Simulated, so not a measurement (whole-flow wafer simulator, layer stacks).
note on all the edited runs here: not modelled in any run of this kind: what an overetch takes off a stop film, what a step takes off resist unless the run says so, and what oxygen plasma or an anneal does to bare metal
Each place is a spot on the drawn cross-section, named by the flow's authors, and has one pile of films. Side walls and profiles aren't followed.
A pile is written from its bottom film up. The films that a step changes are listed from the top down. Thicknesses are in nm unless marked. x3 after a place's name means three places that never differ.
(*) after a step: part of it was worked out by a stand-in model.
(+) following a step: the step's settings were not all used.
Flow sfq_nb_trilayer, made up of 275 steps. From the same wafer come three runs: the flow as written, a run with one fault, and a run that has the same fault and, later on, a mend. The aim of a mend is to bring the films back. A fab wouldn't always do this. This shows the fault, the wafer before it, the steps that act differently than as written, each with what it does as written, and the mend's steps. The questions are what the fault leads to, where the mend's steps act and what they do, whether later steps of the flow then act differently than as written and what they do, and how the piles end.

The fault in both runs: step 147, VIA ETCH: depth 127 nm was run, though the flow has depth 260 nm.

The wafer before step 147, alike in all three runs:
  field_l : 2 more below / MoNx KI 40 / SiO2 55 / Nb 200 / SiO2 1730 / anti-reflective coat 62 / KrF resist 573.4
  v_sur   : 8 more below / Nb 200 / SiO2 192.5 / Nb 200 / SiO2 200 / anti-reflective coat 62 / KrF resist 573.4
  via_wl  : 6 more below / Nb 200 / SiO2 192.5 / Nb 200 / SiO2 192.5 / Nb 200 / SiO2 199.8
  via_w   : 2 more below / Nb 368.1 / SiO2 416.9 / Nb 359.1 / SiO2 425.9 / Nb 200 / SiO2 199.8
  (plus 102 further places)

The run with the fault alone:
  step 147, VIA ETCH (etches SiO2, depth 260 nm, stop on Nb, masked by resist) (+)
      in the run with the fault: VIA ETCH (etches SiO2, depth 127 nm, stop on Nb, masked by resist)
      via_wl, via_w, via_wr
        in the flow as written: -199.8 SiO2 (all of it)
        in the run with the fault: -127 SiO2
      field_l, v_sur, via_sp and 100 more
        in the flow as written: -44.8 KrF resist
        in the run with the fault: -21.9 KrF resist
  Steps further on in the flow that do not act as written (4 other steps are not shown; they differ only slightly, by no more than 2% or 0.5 nm, whichever is larger):
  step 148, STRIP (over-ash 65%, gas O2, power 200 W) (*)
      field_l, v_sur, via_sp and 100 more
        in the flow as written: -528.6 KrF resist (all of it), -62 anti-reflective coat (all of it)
        in the run with the fault: -551.5 KrF resist (all of it), -62 anti-reflective coat (all of it)
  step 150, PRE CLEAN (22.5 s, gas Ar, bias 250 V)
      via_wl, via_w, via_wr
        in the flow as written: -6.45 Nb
        in the run with the fault: -7.5 SiO2
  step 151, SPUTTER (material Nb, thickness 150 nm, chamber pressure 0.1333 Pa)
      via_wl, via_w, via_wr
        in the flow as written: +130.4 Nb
        in the run with the fault: +138.8 Nb (new film)
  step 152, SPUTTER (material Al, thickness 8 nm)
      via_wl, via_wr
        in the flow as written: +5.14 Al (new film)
        in the run with the fault: +6 Al (new film)
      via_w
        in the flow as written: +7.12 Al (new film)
        in the run with the fault: +7.78 Al (new film)
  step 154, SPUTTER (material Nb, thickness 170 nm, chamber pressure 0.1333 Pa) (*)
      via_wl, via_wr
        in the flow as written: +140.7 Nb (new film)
        in the run with the fault: +123 Nb (new film)
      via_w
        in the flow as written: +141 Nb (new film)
        in the run with the fault: +165.6 Nb (new film)
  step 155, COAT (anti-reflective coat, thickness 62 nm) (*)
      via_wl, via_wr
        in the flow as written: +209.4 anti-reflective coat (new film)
        in the run with the fault: +188.3 anti-reflective coat (new film)
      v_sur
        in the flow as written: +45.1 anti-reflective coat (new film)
        in the run with the fault: +48.6 anti-reflective coat (new film)
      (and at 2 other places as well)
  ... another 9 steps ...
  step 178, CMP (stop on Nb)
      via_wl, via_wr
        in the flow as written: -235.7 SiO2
        in the run with the fault: -315.7 SiO2
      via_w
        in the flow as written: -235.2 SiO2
        in the run with the fault: -315.2 SiO2
  The piles end different from the flow's at via_wl, via_w, via_wr by more than 2% or 0.5 nm, whichever is larger.
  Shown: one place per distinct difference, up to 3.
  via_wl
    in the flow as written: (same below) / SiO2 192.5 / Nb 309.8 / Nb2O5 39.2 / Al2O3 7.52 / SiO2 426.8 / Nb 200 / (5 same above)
    in the run with the fault: (same below) / SiO2 192.5 / Nb 200 / SiO2 65.3 / Nb 125.6 / Nb2O5 36.6 / Al2O3 8.95 / SiO2 346.8 / Nb 200 / (5 same above)
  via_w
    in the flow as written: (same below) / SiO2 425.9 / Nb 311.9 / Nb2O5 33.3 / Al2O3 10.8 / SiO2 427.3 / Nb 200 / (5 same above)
    in the run with the fault: (same below) / SiO2 425.9 / Nb 200 / SiO2 65.3 / Nb 127.7 / Nb2O5 30.8 / Al2O3 12.2 / SiO2 347.3 / Nb 200 / (5 same above)

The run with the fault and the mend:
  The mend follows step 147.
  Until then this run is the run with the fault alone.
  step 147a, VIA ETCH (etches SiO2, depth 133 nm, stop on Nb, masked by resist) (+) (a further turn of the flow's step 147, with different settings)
      field_l, v_sur, via_sp and 100 more
        -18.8 KrF resist
      via_wl, via_w, via_wr
        -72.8 SiO2 (all of it)
  Every later step of the flow that is run acts as written, at every place that is followed, to within 2% or 0.5 nm, whichever is larger.
  At every place that both follow, the piles at the end match the flow's.
